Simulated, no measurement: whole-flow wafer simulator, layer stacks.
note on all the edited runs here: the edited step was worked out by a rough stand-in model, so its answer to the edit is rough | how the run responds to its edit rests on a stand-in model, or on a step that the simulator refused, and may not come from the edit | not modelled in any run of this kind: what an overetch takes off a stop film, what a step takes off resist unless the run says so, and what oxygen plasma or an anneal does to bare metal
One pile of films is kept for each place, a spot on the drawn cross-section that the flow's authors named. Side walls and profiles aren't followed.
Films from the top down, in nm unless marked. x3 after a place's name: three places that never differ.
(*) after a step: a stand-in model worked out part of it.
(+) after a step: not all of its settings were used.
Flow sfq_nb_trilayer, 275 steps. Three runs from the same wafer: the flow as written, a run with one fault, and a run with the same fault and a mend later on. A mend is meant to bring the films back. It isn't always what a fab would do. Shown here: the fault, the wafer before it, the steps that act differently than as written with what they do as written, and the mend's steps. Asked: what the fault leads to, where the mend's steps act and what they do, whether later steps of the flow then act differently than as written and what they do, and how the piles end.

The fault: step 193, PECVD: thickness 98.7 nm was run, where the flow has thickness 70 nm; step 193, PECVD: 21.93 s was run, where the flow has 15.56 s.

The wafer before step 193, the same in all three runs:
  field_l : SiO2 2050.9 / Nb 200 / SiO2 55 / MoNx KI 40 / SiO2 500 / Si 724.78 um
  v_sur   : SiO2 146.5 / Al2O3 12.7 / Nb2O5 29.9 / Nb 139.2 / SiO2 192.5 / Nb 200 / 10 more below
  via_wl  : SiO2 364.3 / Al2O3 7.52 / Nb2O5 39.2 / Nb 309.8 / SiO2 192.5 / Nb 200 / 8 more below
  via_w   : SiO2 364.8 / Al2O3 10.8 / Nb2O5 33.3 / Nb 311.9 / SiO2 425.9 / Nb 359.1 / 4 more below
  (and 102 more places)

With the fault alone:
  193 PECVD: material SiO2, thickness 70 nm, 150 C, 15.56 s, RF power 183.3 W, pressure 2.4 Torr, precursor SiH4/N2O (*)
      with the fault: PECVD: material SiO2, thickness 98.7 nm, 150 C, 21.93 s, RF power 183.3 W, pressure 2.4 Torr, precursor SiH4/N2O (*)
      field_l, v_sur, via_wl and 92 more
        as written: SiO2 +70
        with the fault: SiO2 +98.7
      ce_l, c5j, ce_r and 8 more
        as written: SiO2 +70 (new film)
        with the fault: SiO2 +98.7 (new film)
  Later steps of the flow that act differently than as written (9 more steps differ only slightly, by at most 2% or 0.5 nm, whichever is larger, and aren't shown):
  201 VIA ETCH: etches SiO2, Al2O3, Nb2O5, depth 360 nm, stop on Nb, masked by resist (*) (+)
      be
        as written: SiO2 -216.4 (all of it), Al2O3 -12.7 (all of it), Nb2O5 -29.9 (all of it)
        with the fault: SiO2 -245.1 (all of it), Al2O3 -12.7 (all of it), Nb2O5 -29.9 (all of it)
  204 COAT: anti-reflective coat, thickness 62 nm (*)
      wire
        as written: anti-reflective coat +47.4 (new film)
        with the fault: anti-reflective coat +46.4 (new film)
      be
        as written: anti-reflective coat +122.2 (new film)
        with the fault: anti-reflective coat +126.4 (new film)
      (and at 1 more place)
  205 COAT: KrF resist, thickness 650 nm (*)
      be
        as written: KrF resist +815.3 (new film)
        with the fault: KrF resist +835.8 (new film)
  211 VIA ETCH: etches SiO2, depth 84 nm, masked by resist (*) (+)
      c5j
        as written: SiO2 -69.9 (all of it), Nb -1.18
        with the fault: SiO2 -84
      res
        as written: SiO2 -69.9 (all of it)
        with the fault: SiO2 -84
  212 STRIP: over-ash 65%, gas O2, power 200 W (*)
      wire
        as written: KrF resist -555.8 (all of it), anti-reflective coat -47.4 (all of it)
        with the fault: KrF resist -554.2 (all of it), anti-reflective coat -46.4 (all of it)
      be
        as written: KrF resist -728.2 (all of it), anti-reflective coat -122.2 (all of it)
        with the fault: KrF resist -748.6 (all of it), anti-reflective coat -126.4 (all of it)
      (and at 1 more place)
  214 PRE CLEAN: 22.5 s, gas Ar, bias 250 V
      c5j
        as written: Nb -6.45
        with the fault: SiO2 -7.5
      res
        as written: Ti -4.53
        with the fault: SiO2 -7.5
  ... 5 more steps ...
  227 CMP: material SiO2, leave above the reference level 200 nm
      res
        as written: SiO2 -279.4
        with the fault: SiO2 -258.7
  At the end the piles differ from the flow's by more than 2% or 0.5 nm, whichever is larger, at v_sur, via_wl, via_w and 79 more.
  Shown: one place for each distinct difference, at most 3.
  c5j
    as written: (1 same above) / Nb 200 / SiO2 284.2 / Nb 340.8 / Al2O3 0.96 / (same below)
    with the fault: (1 same above) / Nb 200 / SiO2 303.3 / Nb 183.3 / SiO2 7.09 / Nb 160 / Al2O3 0.96 / (same below)
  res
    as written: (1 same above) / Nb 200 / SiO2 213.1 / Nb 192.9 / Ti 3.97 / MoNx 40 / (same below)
    with the fault: (1 same above) / Nb 200 / SiO2 233.8 / Nb 189.4 / SiO2 7.06 / Ti 8.5 / MoNx 40 / (same below)
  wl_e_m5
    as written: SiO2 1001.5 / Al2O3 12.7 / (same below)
    with the fault: SiO2 1030.2 / Al2O3 12.7 / (same below)

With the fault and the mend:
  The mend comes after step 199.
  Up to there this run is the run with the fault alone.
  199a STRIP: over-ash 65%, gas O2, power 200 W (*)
      p4_fl x3, p4_w1 x9, p4_g1 x2 and 33 more
        KrF resist -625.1 (all of it), anti-reflective coat -62 (all of it)
      wl_b_m5, wl_b_sr, wl_c_sl and 12 more
        KrF resist -625 (all of it), anti-reflective coat -62 (all of it)
      field_l, v_sur, via_wl, via_w
        KrF resist -625.7 (all of it), anti-reflective coat -62.2 (all of it)
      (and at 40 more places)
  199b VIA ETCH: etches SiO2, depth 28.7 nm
      field_l, v_sur, via_wl and 103 more
        SiO2 -28.7
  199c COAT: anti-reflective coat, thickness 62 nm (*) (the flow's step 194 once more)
      p4_fl x3, p4_w1 x9, p4_g1 x2 and 50 more
        anti-reflective coat +62 (new film)
      via_wr, via_sp, via_v, wire, lsp_r, l0_sur, l0v
        anti-reflective coat +62.3 (new film)
      be, be_sur, gap, lsp_m, ln_m6
        anti-reflective coat +62.4 (new film)
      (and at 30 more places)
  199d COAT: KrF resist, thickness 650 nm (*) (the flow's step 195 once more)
      p4_fl x3, p4_w1 x9, p4_g1 x2 and 33 more
        KrF resist +650 (new film)
      wl_b_m5, wl_b_sr, wl_c_sl and 12 more
        KrF resist +649.9 (new film)
      field_l, v_sur, via_wl, via_w
        KrF resist +650.6 (new film)
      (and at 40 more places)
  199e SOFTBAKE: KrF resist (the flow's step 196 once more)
      changes no film at any place that is followed
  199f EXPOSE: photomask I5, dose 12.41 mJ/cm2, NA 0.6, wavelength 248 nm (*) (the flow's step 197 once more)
      changes no film at any place that is followed
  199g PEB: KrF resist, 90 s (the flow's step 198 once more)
      field_l, v_sur, via_wl and 87 more
        KrF resist -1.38
      jj_sur, ce_l, sp_r, moat, field_r, wl_jj
        KrF resist -1.39
      be_r, r_sur, res, r_end
        KrF resist -1.33
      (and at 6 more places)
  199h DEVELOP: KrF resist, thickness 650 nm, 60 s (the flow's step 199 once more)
      field_l, v_sur, via_wl and 102 more
        KrF resist -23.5
      be
        KrF resist -649.8 (all of it)
  No later step of the flow acts differently than as written, at any place that is followed, by more than 2% or 0.5 nm, whichever is larger.
  At the end the piles are the same as the flow's at every place that both follow.
